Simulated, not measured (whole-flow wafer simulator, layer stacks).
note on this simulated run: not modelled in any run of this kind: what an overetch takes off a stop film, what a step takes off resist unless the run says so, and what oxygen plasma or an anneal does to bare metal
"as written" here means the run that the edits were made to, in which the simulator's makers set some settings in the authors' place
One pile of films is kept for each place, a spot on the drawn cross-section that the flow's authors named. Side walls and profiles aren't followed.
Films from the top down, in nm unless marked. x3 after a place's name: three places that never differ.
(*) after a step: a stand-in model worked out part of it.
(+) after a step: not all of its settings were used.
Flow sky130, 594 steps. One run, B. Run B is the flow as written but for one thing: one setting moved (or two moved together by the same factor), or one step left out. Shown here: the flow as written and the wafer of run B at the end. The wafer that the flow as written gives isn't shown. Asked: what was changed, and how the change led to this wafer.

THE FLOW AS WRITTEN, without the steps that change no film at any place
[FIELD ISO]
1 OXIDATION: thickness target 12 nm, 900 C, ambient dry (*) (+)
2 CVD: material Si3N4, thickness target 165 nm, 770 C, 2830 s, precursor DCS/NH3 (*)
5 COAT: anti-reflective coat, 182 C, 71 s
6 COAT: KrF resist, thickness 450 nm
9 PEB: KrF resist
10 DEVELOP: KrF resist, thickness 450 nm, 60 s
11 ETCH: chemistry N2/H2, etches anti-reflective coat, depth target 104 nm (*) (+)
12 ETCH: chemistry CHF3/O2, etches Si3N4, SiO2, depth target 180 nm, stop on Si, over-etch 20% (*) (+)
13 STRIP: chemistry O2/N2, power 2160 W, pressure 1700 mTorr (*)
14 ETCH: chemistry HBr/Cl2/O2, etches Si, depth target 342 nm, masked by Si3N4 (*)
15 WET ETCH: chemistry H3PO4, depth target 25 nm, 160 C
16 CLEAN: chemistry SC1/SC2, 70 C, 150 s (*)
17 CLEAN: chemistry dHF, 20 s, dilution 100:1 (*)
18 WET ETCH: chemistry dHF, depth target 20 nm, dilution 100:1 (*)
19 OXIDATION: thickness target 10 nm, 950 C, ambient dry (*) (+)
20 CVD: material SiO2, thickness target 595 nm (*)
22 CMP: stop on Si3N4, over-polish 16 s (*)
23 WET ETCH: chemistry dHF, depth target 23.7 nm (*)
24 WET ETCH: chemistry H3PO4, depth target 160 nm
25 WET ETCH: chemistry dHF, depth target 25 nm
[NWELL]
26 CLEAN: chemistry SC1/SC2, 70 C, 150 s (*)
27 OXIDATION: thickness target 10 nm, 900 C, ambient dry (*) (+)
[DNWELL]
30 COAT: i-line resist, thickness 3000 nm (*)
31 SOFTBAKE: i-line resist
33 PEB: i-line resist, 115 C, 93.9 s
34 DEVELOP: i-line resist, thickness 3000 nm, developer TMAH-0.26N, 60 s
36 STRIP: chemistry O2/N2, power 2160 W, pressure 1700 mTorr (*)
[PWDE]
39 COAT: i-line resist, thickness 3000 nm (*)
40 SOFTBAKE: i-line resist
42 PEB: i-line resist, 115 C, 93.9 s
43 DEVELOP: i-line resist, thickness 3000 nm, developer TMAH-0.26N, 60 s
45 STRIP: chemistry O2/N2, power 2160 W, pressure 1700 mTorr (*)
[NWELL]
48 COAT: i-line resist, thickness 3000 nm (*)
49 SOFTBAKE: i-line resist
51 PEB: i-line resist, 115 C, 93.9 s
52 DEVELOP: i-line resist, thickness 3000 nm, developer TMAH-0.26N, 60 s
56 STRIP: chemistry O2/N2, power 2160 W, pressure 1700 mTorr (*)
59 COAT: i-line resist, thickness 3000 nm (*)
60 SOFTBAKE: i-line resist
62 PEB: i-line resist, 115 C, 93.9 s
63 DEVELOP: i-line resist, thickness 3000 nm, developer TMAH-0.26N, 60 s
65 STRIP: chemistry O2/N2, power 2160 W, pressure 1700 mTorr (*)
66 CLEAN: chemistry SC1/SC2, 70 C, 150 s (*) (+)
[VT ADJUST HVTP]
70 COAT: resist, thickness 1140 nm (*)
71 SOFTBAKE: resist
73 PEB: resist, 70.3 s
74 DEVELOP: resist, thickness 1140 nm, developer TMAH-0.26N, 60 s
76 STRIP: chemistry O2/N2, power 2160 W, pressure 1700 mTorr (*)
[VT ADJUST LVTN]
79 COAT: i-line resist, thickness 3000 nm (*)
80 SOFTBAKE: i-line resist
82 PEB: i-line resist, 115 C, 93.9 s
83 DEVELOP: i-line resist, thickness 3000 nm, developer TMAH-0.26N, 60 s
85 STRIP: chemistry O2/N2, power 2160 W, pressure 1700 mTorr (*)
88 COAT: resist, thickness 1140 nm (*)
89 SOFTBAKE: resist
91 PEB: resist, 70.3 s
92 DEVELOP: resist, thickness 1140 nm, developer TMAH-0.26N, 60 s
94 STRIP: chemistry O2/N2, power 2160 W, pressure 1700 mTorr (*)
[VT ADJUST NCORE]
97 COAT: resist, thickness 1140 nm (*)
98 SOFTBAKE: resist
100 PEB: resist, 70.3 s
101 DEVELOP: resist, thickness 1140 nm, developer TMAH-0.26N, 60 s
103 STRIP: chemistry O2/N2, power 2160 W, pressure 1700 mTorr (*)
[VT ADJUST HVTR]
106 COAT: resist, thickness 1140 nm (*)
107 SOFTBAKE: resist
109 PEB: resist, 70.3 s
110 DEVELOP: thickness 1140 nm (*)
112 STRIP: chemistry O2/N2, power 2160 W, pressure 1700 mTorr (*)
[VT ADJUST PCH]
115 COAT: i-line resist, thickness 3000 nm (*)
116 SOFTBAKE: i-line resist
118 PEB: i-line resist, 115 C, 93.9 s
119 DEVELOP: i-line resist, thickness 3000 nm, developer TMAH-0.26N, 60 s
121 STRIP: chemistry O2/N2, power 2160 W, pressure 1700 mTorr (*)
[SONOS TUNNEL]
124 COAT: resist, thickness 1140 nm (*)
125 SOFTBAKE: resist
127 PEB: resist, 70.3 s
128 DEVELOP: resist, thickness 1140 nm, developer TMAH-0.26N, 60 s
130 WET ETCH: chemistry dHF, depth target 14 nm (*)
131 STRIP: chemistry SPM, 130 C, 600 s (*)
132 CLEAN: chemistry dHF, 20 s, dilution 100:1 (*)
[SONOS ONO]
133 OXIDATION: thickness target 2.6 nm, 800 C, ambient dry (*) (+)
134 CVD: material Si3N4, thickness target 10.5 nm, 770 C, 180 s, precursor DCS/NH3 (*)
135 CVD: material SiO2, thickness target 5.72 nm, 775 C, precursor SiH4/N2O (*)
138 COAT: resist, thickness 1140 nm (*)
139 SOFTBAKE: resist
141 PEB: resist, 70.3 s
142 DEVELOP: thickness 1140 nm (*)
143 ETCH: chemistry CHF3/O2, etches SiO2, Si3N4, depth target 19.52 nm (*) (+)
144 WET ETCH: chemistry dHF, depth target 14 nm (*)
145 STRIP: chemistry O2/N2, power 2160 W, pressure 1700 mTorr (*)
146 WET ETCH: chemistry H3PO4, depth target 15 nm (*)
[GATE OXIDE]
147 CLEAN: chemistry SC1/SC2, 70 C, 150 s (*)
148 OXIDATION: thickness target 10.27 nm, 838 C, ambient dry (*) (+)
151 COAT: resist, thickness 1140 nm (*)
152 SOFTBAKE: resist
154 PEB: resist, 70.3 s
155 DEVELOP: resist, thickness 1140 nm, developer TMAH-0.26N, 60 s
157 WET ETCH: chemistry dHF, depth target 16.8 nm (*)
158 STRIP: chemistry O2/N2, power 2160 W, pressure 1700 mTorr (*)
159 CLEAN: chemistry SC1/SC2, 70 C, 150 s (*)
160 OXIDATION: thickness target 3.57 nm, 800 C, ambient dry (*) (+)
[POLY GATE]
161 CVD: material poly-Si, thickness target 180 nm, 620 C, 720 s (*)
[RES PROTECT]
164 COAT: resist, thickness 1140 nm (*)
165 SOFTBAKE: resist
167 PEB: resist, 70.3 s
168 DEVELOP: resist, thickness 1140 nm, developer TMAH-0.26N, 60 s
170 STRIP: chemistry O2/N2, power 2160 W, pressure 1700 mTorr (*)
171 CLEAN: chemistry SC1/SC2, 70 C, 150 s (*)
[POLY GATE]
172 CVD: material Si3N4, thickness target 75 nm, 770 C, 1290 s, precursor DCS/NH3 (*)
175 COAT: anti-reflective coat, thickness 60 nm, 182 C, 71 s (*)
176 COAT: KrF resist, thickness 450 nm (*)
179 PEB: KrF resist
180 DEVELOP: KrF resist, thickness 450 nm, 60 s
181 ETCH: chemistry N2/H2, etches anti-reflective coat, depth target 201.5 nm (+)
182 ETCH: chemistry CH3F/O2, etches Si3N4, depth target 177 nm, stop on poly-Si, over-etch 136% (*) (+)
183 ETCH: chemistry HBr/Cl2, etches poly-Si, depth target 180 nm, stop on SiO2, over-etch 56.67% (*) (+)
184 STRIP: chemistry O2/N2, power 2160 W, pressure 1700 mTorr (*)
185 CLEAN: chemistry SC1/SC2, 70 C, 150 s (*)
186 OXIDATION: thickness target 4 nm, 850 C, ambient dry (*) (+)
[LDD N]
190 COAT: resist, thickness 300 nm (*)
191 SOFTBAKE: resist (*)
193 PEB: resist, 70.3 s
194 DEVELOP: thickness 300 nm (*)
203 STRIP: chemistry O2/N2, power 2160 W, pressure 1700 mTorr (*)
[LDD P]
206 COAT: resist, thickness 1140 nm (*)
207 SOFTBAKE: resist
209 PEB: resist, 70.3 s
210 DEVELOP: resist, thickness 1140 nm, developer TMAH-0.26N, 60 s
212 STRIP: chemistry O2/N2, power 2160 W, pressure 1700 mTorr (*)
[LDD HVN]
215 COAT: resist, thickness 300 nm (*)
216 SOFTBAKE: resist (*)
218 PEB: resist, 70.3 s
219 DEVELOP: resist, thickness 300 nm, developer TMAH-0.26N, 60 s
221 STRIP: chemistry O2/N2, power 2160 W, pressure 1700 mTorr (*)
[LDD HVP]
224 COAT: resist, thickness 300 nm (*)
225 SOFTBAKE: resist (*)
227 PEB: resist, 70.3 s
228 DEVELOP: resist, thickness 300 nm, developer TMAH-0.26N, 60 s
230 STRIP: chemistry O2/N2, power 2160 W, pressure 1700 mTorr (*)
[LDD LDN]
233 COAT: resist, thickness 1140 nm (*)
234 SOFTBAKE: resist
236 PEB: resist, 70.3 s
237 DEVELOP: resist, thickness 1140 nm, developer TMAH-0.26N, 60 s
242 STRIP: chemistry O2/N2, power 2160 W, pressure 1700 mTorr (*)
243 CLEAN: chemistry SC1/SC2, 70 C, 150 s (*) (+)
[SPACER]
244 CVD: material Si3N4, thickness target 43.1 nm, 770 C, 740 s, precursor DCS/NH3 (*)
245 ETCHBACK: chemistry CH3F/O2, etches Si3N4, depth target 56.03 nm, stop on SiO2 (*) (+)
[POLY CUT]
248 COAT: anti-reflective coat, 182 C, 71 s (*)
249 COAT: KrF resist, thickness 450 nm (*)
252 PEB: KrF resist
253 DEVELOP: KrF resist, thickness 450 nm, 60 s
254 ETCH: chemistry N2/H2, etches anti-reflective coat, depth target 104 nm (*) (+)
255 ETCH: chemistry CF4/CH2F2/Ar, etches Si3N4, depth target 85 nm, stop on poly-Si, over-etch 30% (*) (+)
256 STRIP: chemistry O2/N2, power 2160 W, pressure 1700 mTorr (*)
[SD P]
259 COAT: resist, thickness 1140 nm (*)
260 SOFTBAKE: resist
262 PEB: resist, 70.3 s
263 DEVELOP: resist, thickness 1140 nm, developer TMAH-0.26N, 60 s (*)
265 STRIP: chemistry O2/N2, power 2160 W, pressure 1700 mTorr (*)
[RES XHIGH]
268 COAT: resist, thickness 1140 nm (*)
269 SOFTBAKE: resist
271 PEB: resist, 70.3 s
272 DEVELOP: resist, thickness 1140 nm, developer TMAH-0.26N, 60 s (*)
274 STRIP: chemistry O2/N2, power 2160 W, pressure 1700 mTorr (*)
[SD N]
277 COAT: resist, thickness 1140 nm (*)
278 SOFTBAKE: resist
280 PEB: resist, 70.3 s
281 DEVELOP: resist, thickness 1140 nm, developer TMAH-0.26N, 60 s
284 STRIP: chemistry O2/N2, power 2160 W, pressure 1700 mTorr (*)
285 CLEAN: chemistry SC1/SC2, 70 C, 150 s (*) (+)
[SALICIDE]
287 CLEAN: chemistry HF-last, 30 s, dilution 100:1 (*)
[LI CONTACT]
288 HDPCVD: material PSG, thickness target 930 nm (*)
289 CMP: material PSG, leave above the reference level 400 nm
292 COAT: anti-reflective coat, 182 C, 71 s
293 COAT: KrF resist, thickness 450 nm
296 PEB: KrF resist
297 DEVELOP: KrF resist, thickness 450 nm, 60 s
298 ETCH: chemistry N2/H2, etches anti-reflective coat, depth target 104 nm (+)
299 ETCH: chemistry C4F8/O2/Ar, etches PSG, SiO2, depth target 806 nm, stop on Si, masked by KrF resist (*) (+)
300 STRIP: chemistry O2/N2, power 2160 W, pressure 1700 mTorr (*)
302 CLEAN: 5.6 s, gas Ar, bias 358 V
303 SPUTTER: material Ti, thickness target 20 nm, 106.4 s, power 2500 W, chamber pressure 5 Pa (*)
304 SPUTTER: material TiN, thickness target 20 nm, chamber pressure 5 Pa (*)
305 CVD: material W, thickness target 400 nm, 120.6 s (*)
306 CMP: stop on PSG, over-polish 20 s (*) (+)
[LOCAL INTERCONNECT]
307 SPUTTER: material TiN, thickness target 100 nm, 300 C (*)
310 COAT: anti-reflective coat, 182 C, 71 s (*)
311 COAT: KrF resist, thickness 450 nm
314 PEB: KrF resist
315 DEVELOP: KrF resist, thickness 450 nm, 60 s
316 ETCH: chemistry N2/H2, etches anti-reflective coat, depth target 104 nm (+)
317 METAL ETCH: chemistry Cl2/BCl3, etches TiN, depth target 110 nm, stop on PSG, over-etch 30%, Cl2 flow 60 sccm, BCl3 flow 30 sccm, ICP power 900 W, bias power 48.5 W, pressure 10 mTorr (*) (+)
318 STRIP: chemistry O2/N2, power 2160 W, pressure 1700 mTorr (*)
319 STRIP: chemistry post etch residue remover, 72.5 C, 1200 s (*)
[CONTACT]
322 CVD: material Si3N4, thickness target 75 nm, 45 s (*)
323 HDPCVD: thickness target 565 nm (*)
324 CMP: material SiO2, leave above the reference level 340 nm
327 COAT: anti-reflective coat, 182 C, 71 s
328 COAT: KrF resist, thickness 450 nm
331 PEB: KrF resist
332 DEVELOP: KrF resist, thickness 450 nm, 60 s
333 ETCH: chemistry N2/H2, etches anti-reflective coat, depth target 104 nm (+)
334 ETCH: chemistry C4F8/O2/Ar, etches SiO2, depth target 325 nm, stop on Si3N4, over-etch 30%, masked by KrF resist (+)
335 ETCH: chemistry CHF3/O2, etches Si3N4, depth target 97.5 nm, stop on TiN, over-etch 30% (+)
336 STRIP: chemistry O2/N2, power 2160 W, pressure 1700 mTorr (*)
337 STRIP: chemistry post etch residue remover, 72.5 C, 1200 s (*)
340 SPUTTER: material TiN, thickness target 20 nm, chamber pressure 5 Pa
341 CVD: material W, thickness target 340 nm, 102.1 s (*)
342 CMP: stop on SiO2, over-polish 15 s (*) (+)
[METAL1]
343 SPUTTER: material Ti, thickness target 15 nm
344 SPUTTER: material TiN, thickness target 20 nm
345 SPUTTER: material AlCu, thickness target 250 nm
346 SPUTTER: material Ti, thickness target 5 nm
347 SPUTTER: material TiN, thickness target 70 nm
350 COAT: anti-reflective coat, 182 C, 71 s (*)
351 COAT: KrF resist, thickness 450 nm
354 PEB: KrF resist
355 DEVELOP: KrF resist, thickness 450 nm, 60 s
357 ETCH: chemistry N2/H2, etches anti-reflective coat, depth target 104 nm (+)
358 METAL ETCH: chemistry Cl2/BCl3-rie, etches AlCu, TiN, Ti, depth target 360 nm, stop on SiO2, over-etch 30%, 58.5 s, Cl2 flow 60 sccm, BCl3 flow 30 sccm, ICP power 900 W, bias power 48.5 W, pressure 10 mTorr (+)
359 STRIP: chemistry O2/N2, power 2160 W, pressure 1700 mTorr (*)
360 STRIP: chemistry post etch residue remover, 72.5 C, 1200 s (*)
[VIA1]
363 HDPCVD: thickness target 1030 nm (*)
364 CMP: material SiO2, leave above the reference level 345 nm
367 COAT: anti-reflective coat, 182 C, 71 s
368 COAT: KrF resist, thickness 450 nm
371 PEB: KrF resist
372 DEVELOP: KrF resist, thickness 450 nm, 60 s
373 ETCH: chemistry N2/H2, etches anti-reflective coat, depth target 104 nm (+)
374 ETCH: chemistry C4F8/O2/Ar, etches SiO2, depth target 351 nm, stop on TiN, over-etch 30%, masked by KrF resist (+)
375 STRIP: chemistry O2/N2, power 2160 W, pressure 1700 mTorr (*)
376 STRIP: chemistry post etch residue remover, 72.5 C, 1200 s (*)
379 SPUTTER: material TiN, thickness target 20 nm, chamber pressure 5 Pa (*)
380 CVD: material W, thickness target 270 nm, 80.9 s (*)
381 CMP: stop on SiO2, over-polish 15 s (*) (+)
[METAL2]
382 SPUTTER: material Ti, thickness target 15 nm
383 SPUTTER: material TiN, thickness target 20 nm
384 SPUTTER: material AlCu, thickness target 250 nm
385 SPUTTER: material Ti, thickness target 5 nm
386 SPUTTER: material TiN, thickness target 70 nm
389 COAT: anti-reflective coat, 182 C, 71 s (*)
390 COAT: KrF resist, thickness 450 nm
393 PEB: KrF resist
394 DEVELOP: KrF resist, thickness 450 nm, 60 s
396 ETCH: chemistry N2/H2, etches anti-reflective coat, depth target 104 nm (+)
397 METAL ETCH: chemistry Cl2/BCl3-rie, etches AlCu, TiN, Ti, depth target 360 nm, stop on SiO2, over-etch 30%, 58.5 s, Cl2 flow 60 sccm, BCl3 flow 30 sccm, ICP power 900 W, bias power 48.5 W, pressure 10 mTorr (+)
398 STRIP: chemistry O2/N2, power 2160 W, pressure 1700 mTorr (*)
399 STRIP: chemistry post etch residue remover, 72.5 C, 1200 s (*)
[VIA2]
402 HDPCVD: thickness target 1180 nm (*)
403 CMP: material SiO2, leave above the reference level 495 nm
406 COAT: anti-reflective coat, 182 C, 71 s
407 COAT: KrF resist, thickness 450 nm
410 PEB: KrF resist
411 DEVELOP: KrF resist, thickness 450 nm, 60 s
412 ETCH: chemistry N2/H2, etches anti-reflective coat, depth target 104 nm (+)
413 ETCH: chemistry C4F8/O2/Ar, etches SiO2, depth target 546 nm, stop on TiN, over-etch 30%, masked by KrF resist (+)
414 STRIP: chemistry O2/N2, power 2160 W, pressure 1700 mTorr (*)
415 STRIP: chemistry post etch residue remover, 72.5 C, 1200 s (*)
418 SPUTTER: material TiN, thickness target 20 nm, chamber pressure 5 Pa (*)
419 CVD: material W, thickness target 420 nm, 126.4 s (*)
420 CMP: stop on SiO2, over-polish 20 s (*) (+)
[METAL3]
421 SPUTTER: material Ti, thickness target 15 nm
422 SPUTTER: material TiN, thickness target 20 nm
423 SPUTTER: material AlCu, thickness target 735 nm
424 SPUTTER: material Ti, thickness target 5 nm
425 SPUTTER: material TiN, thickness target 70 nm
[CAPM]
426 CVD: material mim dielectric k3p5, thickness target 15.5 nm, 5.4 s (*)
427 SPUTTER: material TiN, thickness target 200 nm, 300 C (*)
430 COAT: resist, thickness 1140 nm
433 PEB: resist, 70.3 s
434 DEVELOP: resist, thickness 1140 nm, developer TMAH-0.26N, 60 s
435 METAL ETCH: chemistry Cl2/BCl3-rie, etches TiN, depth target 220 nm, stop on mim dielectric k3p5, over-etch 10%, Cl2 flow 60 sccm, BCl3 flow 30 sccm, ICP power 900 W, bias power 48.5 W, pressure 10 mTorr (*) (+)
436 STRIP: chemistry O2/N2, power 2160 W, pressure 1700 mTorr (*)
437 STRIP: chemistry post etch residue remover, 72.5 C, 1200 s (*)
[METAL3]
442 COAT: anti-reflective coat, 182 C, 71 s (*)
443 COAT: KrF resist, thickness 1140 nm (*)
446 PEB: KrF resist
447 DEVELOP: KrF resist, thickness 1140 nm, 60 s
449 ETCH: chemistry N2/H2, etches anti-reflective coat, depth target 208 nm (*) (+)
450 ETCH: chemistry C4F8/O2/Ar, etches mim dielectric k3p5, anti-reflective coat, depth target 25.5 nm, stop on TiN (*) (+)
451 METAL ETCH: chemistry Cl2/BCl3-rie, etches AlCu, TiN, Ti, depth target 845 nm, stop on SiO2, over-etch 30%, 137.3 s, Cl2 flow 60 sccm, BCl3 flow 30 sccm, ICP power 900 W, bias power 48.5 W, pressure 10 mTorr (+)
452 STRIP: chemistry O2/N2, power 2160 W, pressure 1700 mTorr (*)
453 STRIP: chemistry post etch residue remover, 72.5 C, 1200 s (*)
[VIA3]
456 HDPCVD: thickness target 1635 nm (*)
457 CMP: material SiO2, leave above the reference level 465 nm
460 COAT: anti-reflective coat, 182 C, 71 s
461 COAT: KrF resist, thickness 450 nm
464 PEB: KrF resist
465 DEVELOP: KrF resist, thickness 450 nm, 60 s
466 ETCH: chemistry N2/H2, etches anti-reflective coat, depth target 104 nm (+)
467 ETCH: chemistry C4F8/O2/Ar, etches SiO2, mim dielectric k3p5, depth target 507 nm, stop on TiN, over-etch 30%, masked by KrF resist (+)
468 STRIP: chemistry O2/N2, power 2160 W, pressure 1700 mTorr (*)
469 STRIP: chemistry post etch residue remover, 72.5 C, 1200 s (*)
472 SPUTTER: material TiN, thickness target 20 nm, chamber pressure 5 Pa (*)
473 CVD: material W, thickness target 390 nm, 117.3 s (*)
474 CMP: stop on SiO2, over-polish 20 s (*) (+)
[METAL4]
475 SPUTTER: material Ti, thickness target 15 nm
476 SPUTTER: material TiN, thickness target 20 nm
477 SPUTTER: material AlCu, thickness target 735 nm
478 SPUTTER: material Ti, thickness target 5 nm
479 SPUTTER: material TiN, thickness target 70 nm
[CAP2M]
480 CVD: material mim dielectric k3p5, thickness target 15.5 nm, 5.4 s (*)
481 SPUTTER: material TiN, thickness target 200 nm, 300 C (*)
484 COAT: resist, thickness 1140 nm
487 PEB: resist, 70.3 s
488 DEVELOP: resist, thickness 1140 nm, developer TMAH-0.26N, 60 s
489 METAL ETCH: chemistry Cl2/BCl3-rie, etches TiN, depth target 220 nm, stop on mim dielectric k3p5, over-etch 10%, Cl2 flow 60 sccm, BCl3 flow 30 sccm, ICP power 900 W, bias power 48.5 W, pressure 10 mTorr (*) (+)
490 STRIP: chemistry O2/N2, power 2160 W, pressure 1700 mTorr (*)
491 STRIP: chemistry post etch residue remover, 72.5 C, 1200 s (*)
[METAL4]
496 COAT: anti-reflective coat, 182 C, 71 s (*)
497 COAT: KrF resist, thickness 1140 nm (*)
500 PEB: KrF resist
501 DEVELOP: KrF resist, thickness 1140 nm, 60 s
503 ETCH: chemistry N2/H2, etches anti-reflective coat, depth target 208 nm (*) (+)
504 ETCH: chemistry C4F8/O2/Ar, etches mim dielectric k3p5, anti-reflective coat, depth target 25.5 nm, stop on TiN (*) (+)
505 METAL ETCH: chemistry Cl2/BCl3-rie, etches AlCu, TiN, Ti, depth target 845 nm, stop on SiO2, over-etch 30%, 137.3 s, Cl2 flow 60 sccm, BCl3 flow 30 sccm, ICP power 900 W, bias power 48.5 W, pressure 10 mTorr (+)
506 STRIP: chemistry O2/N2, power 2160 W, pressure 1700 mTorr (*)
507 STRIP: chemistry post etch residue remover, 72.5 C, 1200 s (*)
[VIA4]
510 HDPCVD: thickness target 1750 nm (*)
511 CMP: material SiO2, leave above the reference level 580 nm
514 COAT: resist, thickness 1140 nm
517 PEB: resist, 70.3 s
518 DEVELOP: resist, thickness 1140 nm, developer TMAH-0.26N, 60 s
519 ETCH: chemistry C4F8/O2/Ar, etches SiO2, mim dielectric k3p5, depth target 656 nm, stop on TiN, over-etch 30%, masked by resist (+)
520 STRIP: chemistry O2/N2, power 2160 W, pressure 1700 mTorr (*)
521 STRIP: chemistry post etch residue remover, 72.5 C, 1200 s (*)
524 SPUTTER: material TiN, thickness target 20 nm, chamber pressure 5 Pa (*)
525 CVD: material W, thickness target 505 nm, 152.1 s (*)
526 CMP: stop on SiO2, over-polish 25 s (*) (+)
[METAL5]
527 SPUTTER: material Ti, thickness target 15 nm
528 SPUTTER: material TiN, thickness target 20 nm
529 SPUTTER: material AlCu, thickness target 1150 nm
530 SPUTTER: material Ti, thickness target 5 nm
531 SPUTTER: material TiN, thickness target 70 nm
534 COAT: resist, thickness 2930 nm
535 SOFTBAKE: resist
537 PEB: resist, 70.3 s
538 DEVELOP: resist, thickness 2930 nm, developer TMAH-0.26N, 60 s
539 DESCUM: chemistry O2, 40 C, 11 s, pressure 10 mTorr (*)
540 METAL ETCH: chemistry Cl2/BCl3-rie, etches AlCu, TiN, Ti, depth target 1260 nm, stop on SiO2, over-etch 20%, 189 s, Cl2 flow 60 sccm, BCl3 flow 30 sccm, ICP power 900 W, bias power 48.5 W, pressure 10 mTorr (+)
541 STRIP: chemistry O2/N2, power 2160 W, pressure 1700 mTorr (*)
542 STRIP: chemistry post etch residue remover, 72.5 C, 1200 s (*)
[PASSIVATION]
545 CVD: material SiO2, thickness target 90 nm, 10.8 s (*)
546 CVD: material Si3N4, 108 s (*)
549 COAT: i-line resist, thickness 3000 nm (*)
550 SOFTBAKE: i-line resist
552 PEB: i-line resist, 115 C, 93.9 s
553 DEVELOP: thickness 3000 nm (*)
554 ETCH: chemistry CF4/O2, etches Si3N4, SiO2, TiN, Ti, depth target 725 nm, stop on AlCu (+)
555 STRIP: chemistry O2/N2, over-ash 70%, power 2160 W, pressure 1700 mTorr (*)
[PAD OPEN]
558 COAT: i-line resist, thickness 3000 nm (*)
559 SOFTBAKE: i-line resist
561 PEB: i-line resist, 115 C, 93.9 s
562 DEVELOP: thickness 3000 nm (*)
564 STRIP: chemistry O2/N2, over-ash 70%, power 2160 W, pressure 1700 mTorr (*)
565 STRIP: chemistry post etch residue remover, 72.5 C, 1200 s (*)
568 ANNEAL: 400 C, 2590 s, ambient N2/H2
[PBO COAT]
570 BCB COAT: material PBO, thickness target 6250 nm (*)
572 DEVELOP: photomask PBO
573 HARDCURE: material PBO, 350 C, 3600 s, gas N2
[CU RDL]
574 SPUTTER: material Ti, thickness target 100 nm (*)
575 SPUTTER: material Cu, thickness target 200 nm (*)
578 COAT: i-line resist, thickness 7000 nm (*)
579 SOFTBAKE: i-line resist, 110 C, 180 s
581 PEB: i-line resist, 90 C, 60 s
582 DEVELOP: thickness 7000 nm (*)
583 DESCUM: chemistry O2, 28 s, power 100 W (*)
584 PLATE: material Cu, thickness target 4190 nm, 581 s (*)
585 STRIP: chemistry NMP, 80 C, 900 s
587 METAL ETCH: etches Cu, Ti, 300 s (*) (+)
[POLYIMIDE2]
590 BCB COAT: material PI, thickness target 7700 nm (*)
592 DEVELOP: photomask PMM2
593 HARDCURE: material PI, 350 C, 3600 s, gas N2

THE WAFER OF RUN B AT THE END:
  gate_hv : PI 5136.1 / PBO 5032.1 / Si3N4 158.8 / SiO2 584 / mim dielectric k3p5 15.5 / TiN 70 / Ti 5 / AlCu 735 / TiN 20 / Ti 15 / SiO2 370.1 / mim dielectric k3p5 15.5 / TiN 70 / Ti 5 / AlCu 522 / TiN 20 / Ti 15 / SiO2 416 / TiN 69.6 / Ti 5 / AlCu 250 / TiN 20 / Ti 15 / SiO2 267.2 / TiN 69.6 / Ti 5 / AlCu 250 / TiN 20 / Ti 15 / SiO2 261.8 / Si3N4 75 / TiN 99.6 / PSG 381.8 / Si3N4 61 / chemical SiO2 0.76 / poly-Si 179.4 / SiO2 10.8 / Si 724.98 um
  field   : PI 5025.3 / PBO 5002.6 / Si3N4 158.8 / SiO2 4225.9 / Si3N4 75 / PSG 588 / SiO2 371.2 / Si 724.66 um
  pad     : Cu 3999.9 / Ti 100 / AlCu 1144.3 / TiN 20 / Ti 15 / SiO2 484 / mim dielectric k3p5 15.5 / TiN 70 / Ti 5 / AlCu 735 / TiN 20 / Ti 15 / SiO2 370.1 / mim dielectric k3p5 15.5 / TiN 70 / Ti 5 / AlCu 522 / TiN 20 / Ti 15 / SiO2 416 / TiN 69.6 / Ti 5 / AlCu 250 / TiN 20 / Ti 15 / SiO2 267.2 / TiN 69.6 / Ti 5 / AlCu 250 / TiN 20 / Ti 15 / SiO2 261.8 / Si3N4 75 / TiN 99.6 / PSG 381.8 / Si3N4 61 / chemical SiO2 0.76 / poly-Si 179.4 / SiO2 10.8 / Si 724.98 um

The cause: step 423, SPUTTER: thickness target 522 nm was run, where the flow has thickness target 735 nm.
It can be read off the wafer: gate_hv has AlCu 522, and step 423 as written asks for 735 nm.

How the change led to this, step by step:
  423 SPUTTER: material AlCu, thickness target 735 nm
      field, active, n_well and 188 more: AlCu +522 (new film) (as written it would be: AlCu +735 (new film))
  451 METAL ETCH: chemistry Cl2/BCl3-rie, etches AlCu, TiN, Ti, depth target 845 nm, stop on SiO2, over-etch 30%, 137.3 s, Cl2 flow 60 sccm, BCl3 flow 30 sccm, ICP power 900 W, bias power 48.5 W, pressure 10 mTorr (+)
      field, gate, spacer and 61 more: TiN -70 (all of it), Ti -5 (all of it), AlCu -522 (all of it), TiN -20 (all of it), Ti -15 (all of it), SiO2 -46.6 (as written it would be: TiN -70 (all of it), Ti -5 (all of it), AlCu -735 (all of it), TiN -20 (all of it), Ti -15 (all of it), SiO2 -25.4)
      vpp_ln, vpp_iso2, ndiff_ln, ndiff_cd, via1_hole, via1_enc, via_li1, m2_ln_cd: TiN -70 (all of it), Ti -5 (all of it), AlCu -522 (all of it), TiN -20 (all of it), Ti -15 (all of it), SiO2 -46.6 (as written it would be: TiN -70 (all of it), Ti -5 (all of it), AlCu -735 (all of it), TiN -20 (all of it), Ti -15 (all of it), SiO2 -25.3)
      (and at 13 more places)
  457 CMP: material SiO2, leave above the reference level 465 nm
      field, active, gate and 82 more: SiO2 -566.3 (as written it would be: SiO2 -374.7)
